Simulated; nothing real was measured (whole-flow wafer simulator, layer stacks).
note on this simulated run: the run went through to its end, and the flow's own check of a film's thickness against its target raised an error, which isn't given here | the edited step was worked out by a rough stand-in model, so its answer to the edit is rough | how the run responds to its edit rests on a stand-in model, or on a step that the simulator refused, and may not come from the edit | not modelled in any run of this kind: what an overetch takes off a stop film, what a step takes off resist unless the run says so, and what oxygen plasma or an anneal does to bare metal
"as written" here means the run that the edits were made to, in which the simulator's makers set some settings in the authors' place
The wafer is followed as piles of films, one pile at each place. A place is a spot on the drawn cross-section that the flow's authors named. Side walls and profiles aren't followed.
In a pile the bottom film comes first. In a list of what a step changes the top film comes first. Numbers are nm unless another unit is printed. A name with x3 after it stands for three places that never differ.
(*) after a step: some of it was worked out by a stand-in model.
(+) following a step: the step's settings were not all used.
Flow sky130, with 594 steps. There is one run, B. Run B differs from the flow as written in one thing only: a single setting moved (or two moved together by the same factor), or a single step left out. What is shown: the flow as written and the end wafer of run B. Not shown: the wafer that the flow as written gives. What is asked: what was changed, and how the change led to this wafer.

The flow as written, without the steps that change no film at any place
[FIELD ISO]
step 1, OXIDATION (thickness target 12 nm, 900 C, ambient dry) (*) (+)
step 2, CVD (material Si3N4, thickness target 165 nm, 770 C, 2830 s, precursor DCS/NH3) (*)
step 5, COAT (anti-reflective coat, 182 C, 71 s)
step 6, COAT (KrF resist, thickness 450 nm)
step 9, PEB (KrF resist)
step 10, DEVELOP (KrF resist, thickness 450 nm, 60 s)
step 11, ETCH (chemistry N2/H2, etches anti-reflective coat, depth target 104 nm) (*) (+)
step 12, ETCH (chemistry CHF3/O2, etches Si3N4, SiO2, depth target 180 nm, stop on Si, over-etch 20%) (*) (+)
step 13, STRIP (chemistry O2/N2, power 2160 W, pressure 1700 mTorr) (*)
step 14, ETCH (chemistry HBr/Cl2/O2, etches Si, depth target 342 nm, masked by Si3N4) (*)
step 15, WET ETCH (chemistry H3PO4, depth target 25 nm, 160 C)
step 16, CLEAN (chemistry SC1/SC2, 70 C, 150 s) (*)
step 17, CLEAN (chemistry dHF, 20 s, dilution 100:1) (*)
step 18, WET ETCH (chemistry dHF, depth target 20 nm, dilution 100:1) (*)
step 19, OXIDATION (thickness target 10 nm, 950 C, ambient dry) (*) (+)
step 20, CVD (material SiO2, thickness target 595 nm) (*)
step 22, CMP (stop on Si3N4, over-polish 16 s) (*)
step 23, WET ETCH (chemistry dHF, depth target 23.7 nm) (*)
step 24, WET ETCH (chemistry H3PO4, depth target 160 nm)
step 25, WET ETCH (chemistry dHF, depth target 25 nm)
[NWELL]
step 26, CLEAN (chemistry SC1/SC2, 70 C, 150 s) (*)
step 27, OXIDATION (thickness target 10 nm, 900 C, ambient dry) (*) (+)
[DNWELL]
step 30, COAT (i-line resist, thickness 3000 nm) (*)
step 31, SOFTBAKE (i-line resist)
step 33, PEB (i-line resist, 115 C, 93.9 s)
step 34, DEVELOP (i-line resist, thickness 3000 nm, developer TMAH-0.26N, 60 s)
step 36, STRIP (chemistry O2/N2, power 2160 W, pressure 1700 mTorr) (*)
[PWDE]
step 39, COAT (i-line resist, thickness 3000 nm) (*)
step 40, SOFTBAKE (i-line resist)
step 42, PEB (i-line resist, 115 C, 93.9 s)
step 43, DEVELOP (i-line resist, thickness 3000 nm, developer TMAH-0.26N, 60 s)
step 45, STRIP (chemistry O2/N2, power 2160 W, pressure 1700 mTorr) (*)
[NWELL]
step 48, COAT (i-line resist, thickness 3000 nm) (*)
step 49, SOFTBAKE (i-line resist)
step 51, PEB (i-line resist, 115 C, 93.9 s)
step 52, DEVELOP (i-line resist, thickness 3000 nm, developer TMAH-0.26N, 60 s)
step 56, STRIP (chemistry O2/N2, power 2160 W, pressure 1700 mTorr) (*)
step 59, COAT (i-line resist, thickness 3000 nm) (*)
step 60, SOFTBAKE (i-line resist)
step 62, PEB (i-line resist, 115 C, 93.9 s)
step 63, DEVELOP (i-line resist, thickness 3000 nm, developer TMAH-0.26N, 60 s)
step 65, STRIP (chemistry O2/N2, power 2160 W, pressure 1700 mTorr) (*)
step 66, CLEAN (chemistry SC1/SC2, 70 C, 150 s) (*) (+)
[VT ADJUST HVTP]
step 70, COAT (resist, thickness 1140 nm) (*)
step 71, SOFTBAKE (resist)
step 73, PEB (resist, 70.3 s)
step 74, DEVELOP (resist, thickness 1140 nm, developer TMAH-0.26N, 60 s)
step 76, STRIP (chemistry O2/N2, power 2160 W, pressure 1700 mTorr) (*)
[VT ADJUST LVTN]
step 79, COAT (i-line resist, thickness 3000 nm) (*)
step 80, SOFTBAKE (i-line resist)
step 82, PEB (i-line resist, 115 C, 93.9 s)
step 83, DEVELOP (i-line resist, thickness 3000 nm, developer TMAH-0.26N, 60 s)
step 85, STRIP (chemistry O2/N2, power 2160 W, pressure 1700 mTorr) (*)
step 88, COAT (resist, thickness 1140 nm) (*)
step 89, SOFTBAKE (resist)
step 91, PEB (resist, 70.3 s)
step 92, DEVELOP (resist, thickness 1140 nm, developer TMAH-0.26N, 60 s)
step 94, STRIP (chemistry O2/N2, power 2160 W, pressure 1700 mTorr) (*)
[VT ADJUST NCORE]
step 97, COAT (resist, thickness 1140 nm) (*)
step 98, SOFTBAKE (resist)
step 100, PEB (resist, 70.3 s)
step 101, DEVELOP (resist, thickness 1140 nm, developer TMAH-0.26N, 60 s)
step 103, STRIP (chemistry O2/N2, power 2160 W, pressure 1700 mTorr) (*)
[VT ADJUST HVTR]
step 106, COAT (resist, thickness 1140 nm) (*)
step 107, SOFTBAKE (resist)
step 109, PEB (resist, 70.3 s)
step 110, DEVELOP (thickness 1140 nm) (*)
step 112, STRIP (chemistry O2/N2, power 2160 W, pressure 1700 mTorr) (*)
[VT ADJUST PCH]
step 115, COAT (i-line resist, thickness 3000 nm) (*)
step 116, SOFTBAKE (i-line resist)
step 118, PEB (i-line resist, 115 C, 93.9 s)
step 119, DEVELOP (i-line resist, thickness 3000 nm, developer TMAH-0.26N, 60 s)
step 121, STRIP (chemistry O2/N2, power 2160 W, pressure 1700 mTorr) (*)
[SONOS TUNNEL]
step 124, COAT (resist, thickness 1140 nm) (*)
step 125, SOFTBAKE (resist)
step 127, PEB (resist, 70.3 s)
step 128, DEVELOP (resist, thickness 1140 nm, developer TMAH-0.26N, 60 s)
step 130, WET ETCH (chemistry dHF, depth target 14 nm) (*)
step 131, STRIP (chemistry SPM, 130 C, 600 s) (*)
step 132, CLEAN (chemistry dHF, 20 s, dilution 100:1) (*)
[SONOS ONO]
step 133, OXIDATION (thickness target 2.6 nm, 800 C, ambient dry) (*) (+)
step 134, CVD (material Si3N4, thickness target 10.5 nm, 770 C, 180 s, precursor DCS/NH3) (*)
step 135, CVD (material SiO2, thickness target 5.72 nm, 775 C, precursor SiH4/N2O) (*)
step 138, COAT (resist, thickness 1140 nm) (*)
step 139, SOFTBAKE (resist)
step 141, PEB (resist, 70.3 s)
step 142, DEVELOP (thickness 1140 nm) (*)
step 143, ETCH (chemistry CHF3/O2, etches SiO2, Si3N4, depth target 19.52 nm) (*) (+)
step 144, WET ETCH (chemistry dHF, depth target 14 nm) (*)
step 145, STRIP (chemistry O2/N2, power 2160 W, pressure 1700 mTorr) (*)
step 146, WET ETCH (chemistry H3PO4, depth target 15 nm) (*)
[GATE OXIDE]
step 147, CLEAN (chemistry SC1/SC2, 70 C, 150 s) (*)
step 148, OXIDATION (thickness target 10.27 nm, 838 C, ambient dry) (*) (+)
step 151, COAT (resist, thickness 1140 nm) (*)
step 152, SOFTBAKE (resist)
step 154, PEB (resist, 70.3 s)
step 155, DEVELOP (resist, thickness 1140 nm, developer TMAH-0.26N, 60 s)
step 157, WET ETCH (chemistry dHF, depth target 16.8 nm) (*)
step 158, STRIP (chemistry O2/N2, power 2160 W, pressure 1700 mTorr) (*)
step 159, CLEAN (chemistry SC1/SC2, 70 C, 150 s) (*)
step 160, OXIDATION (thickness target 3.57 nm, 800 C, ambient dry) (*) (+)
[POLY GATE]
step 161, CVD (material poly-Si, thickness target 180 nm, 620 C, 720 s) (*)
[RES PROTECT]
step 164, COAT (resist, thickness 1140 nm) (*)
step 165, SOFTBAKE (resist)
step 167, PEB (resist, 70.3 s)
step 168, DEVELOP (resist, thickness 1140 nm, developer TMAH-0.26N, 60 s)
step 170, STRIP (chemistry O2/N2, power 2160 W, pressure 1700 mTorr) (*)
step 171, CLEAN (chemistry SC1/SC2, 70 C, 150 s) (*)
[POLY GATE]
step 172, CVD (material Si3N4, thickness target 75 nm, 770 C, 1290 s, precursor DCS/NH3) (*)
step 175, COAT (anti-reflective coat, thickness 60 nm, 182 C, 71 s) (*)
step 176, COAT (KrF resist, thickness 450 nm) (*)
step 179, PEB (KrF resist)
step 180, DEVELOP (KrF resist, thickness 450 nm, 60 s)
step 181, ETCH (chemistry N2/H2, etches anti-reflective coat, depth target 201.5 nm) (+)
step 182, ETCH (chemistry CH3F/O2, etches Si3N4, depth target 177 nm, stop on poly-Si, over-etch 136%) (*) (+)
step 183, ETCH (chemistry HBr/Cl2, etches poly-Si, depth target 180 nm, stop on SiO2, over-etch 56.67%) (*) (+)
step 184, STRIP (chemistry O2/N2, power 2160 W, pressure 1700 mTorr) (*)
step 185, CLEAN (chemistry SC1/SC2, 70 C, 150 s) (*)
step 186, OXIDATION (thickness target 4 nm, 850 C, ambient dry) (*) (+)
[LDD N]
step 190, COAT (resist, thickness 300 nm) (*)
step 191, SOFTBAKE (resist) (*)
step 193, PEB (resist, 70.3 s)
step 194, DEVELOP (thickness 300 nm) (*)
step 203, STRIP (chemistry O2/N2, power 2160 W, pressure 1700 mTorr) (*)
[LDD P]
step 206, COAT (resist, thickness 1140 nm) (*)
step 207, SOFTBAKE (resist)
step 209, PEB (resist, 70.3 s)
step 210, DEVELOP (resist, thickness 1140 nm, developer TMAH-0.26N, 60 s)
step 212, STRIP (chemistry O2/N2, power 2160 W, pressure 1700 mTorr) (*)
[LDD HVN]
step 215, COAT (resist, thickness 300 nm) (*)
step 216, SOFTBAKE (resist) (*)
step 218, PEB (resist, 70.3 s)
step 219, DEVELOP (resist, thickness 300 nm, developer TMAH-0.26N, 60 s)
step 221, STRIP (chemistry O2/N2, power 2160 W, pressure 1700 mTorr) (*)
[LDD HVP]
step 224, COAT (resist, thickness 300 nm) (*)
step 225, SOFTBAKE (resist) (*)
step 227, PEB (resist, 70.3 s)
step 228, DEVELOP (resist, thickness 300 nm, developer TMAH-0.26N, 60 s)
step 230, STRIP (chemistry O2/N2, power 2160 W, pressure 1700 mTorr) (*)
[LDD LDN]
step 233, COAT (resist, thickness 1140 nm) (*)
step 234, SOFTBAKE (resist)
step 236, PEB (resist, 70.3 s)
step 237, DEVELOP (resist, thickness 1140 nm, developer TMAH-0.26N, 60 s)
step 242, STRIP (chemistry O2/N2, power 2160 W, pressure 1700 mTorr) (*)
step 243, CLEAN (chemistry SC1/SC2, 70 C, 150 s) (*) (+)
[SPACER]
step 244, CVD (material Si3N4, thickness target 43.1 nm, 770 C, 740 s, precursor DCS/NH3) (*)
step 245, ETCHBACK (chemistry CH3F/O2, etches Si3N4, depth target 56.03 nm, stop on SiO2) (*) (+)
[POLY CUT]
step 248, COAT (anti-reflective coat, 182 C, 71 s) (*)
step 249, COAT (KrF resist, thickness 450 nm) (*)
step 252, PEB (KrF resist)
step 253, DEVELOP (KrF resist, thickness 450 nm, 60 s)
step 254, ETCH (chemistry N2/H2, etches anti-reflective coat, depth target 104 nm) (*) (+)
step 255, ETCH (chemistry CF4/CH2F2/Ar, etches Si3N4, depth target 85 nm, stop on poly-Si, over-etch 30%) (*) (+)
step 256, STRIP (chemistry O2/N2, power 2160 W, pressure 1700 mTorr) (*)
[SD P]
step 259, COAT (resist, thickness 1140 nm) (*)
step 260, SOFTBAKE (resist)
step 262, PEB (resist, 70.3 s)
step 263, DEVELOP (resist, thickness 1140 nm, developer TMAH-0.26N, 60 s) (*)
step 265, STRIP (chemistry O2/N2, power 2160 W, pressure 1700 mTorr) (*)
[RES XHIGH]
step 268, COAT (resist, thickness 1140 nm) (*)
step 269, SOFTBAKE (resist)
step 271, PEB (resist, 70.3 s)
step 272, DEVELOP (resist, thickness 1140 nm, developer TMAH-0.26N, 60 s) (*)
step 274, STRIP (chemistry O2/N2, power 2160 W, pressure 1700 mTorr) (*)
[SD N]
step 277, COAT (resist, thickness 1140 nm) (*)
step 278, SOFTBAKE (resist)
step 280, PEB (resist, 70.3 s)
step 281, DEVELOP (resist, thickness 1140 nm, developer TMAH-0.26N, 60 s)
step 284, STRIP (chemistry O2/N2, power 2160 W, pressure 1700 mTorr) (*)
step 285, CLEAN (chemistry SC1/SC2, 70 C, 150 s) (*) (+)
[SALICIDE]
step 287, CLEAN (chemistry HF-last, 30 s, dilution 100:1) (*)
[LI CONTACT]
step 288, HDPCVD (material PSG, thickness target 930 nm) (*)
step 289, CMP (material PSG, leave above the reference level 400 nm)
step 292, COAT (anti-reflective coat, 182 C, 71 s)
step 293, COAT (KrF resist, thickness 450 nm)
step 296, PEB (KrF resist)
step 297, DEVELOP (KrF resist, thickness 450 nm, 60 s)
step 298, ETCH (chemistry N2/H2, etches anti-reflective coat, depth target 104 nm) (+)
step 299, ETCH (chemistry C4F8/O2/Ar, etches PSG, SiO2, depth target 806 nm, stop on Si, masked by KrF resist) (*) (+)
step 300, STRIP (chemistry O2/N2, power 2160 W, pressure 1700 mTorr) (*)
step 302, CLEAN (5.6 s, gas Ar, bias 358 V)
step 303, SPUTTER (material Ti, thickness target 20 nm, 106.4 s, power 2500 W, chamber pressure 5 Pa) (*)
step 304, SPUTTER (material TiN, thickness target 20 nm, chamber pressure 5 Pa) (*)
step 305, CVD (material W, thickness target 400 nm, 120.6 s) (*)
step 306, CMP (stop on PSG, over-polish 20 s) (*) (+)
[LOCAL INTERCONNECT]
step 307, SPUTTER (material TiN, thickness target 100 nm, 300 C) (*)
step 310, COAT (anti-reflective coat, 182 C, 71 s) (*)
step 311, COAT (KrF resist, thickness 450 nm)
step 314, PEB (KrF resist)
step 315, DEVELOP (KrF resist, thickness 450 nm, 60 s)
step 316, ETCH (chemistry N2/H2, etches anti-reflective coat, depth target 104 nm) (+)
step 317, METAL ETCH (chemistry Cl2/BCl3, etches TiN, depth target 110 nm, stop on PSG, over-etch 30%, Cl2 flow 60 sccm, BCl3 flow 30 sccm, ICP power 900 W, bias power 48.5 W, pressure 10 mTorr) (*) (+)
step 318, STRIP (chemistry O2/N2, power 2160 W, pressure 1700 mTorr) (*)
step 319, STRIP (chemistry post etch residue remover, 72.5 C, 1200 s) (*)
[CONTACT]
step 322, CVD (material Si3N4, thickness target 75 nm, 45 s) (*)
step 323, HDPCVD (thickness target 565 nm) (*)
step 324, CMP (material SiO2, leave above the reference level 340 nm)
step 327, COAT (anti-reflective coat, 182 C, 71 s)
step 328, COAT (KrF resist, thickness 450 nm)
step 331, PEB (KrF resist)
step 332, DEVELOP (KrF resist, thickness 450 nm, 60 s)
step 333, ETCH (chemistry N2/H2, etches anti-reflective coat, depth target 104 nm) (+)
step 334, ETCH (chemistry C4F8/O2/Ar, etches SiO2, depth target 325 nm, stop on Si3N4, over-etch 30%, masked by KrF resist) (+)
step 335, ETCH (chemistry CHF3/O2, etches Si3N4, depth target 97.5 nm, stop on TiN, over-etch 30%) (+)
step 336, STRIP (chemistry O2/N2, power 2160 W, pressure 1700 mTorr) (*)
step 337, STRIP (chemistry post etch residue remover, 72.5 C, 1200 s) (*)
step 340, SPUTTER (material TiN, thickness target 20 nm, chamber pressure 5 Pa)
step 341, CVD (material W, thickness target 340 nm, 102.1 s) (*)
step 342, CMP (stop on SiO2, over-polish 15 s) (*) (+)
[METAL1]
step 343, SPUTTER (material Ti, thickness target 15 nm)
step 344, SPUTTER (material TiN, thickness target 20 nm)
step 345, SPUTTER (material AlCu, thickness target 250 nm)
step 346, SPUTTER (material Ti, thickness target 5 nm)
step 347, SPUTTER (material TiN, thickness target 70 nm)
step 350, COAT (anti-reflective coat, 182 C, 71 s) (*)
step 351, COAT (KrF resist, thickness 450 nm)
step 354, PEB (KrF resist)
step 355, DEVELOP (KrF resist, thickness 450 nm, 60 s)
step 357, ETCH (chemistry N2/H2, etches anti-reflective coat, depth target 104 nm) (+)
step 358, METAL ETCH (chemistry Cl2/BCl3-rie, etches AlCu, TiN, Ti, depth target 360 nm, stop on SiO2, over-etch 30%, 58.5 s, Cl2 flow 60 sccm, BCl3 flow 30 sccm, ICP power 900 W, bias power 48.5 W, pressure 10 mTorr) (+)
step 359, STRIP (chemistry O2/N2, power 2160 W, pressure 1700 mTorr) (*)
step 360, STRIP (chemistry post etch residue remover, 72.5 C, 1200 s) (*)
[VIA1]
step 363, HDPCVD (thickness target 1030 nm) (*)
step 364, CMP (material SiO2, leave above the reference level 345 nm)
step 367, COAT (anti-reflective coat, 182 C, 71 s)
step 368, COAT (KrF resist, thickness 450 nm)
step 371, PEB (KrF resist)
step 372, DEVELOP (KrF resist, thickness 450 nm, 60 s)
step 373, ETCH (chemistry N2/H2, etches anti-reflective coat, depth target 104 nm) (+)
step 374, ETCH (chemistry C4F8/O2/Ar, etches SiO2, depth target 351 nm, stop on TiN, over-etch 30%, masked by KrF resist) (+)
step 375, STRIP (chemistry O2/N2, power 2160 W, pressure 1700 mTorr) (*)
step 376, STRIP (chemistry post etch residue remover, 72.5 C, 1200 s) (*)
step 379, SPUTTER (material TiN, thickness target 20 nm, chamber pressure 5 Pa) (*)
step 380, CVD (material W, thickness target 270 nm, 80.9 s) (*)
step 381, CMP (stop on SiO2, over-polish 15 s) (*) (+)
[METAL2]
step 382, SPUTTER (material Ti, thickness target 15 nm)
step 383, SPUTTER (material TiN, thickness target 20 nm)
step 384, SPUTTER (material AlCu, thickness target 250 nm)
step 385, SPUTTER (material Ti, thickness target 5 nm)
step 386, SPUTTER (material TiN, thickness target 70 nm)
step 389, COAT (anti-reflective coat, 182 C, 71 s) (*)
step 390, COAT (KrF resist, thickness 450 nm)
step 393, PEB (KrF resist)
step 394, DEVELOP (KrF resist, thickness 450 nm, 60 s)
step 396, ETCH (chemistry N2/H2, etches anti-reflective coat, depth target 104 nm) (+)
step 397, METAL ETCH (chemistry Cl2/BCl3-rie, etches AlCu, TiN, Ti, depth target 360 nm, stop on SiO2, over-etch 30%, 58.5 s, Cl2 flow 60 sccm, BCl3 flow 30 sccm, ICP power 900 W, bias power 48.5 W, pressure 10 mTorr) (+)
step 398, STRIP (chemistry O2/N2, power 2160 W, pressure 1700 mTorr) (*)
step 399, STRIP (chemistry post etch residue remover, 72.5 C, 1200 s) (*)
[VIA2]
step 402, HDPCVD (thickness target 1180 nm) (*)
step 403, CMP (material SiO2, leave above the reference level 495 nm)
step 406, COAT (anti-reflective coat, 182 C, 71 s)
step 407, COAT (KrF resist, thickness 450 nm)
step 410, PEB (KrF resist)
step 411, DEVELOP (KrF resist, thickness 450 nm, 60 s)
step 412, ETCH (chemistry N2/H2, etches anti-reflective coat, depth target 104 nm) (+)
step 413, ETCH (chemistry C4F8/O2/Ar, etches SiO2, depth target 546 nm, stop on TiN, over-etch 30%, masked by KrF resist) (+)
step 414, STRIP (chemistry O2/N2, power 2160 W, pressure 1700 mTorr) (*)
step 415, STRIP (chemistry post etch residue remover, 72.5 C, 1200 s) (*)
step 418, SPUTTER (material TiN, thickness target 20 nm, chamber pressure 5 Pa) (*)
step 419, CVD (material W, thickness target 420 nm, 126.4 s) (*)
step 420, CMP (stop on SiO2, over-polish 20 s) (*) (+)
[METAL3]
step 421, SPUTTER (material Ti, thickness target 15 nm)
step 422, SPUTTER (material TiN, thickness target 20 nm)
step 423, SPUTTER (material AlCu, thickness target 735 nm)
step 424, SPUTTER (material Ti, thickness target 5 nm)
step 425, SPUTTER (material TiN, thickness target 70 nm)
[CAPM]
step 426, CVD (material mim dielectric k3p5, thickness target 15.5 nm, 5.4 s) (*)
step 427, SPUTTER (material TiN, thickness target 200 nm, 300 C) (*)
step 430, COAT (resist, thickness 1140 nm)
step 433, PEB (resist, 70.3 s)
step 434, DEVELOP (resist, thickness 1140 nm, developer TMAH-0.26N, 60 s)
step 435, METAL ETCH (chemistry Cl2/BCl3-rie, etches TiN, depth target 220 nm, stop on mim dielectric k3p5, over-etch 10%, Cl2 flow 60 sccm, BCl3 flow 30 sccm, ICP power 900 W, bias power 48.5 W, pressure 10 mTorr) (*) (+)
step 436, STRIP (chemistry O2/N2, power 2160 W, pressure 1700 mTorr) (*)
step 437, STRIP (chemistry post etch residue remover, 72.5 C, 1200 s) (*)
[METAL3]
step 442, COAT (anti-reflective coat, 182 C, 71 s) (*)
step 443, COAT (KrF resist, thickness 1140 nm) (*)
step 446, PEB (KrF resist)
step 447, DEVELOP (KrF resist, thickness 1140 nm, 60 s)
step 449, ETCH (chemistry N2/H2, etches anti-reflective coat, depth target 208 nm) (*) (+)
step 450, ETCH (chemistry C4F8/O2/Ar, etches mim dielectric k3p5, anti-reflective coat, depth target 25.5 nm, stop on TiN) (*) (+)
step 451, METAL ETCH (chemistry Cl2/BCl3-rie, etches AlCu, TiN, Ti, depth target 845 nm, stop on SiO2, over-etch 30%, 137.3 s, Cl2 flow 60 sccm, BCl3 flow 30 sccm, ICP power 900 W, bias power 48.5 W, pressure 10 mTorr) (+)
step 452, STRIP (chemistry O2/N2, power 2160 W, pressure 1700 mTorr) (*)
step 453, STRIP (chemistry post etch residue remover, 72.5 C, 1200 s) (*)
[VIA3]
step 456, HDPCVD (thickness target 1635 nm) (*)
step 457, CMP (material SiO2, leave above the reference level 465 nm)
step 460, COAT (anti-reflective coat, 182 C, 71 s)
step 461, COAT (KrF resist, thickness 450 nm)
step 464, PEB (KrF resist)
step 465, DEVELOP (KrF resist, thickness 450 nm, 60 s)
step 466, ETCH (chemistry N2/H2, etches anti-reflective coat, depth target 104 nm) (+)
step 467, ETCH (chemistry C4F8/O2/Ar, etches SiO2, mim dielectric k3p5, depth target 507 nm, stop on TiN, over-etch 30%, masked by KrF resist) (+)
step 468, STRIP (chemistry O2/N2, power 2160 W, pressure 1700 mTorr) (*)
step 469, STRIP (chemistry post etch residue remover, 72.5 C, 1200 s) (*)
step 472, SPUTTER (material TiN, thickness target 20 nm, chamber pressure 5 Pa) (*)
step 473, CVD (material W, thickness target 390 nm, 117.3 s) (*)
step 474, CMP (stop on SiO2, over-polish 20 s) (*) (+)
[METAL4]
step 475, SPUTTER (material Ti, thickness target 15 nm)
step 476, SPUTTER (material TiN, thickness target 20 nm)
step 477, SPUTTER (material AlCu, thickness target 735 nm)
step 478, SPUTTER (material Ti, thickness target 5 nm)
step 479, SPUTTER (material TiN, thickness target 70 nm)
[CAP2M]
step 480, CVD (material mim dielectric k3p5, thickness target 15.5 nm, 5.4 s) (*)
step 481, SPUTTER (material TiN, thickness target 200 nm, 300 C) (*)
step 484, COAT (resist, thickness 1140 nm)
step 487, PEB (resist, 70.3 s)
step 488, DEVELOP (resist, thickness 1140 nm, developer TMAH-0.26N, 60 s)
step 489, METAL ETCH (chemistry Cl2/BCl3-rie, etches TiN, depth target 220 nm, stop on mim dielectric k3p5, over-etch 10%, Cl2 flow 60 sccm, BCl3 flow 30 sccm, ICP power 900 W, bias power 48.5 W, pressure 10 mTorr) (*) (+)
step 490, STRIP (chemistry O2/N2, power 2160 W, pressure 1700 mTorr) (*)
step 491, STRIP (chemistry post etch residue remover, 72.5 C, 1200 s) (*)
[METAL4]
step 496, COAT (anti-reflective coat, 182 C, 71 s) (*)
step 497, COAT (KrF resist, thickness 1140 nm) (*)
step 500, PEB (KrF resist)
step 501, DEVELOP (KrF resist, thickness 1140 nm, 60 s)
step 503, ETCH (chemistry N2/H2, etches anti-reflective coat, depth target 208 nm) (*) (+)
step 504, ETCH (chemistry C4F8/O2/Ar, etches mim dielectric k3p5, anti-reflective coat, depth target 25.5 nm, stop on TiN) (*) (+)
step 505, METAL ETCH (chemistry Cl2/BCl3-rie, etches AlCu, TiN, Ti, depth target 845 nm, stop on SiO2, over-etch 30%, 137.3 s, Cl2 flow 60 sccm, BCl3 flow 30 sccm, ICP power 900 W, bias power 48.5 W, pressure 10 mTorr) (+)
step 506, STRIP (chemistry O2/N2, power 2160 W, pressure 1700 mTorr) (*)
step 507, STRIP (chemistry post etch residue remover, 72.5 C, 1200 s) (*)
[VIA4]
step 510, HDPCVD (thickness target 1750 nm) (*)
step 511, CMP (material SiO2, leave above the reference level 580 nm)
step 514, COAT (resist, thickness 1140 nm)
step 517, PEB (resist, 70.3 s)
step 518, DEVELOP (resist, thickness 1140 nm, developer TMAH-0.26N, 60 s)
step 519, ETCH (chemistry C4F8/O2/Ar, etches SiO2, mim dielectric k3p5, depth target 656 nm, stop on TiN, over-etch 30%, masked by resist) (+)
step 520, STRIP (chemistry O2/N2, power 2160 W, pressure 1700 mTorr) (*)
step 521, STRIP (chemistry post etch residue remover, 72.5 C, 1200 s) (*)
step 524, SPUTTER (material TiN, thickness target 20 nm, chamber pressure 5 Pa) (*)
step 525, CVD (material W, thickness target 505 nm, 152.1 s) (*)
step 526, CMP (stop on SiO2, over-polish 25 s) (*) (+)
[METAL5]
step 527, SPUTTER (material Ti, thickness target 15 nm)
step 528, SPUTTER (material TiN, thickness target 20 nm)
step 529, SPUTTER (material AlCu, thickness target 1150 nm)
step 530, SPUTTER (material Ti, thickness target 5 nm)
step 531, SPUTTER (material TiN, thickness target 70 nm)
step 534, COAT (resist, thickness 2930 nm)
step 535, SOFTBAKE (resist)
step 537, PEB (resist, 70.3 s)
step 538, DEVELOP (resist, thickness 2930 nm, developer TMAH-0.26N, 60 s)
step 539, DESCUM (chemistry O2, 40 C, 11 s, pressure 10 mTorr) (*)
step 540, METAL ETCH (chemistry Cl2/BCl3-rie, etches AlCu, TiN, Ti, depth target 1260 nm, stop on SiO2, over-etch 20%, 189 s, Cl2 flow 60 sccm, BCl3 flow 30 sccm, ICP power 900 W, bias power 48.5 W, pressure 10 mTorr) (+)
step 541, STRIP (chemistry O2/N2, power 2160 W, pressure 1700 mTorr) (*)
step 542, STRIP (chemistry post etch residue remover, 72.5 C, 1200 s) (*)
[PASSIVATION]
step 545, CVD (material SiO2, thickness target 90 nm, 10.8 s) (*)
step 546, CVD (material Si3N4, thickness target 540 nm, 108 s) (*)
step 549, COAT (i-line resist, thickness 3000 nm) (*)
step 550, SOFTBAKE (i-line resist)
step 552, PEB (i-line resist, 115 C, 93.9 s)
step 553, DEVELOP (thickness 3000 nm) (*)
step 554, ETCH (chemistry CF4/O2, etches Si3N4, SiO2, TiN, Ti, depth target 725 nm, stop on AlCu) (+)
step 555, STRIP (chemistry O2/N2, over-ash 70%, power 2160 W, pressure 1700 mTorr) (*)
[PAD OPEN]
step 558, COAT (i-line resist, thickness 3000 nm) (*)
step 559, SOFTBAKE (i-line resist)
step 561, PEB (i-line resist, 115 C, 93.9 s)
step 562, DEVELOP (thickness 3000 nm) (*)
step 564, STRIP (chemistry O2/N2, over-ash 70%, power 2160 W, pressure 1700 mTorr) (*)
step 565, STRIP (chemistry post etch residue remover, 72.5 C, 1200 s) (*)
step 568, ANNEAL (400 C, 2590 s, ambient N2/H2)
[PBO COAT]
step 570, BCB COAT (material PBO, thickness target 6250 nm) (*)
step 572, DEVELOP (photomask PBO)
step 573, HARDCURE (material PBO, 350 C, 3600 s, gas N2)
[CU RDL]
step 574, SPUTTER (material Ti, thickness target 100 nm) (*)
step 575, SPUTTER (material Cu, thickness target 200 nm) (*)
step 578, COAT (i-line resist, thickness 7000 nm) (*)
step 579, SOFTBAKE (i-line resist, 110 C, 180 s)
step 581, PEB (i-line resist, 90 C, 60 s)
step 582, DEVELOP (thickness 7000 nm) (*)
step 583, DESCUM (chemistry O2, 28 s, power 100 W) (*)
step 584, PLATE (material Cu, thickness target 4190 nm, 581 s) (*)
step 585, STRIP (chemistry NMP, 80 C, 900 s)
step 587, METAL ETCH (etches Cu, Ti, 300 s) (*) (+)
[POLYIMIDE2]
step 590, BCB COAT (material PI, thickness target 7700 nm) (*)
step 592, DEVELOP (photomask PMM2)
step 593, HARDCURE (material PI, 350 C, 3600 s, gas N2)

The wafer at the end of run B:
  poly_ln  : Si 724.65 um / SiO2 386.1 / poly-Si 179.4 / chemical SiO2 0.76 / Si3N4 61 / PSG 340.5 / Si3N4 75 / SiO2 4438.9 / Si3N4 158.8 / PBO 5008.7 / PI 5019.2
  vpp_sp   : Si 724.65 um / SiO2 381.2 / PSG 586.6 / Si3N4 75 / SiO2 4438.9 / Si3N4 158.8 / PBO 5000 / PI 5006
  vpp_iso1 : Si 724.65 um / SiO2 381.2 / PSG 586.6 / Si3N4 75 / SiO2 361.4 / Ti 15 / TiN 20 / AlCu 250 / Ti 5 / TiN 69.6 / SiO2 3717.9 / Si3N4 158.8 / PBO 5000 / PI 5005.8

Cause: step 19, OXIDATION: 1069 C was run, whereas the flow has 950 C.

How this came from the change, step by step:
  step 19, OXIDATION (thickness target 10 nm, 950 C, ambient dry) (*) (+)
      field, mim, iso_guard and 84 more: SiO2 gains 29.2 (new film), Si loses 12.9 (in the flow as written it would be: SiO2 gains 10 (new film), Si loses 4.4)
  step 22, CMP (stop on Si3N4, over-polish 16 s) (*)
      mim, vpp_sp, vpp_ln and 61 more: SiO2 loses 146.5 (in the flow as written it would be: SiO2 loses 135.7)
      hv_encl, field_nw, iso_guard_nsd_tip, iso_guard_nowell, field_nw_hv: SiO2 loses 148.8 (in the flow as written it would be: SiO2 loses 138)
      (as well as at 11 more places)
  step 248, COAT (anti-reflective coat, 182 C, 71 s) (*)
      iso_guard_nsd: anti-reflective coat gains 60 (new film) (in the flow as written it would be: anti-reflective coat gains 58.4 (new film))
  step 256, STRIP (chemistry O2/N2, power 2160 W, pressure 1700 mTorr) (*)
      iso_guard_nsd: KrF resist loses 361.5 (all of it), anti-reflective coat loses 60 (all of it) (in the flow as written it would be: KrF resist loses 361.7 (all of it), anti-reflective coat loses 58.4 (all of it))
